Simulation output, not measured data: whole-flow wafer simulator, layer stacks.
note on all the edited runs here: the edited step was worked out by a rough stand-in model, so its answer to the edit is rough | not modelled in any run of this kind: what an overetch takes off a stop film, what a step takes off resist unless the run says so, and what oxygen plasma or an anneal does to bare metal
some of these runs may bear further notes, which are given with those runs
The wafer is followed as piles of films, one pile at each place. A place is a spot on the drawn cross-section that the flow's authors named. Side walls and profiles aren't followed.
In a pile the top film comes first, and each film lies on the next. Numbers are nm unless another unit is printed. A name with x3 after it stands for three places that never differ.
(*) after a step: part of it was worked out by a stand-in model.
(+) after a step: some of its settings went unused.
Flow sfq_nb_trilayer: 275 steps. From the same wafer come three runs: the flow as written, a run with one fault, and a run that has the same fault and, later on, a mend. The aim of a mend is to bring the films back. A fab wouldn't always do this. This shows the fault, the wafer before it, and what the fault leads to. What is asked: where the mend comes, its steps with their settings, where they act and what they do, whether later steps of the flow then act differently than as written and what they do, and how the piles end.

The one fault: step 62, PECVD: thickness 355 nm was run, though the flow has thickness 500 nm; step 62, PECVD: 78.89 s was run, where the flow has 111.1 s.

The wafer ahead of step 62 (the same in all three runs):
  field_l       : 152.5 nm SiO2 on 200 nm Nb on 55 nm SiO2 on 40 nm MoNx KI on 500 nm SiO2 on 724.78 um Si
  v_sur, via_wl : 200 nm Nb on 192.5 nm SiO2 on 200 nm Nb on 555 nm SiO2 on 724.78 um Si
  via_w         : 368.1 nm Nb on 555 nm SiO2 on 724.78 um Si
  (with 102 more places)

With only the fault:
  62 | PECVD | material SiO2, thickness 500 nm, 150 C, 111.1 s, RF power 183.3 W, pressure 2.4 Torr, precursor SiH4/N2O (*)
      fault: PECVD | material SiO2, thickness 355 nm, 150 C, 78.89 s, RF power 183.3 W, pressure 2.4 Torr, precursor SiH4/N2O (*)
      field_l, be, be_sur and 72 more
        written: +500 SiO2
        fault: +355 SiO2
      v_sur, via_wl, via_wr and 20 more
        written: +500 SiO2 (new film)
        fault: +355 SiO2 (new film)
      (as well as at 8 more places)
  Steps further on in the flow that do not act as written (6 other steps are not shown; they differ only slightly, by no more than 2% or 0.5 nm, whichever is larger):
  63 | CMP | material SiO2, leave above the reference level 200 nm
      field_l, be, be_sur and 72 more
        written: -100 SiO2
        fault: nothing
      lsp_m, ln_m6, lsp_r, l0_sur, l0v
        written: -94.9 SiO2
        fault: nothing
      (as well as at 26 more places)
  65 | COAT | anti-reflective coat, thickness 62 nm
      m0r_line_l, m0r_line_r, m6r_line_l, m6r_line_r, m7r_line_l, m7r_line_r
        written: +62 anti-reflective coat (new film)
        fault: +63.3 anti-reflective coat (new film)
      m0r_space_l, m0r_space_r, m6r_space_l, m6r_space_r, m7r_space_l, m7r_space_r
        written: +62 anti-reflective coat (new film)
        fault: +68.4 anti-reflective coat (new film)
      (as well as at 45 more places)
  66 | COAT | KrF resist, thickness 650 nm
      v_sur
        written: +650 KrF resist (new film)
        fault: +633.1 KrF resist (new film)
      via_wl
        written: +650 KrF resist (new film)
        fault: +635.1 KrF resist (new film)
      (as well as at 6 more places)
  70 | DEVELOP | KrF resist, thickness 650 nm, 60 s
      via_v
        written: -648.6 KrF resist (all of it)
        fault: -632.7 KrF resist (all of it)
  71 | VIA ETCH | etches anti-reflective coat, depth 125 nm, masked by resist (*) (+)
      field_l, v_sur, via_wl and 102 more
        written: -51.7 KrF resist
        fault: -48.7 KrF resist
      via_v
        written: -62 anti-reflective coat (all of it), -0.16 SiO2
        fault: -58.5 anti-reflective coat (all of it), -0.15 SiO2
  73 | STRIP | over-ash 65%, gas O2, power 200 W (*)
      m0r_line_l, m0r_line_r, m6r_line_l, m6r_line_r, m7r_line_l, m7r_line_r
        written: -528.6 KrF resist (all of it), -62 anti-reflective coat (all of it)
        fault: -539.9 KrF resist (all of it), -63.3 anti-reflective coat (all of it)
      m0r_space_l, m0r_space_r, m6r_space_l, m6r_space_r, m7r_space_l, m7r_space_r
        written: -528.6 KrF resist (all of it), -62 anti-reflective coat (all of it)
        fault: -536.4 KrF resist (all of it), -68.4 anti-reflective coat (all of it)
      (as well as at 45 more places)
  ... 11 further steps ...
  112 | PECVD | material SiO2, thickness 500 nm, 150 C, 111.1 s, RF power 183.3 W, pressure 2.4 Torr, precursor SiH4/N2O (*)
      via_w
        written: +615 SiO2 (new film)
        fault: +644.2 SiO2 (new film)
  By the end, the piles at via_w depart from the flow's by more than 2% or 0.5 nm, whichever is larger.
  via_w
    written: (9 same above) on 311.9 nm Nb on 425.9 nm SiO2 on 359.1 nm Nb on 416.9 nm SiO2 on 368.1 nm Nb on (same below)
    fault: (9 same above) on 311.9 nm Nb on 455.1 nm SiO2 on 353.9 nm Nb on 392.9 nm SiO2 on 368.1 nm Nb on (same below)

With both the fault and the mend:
  The mend follows step 62.
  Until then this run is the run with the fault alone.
  62a | PECVD | material SiO2, thickness 145 nm, 150 C, 32.22 s, RF power 183.3 W, pressure 2.4 Torr, precursor SiH4/N2O (the flow's step 62 again, with other settings)
      field_l, v_sur, via_wl and 102 more
        +145 SiO2
      via_w
        +137.7 SiO2
  Steps further on in the flow that do not act as written:
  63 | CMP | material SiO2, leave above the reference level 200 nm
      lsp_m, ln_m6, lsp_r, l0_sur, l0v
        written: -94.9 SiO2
        mend: -100 SiO2
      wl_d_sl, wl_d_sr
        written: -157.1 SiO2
        mend: -100 SiO2
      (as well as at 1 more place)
  At every place that both follow, the piles at the end match the flow's.
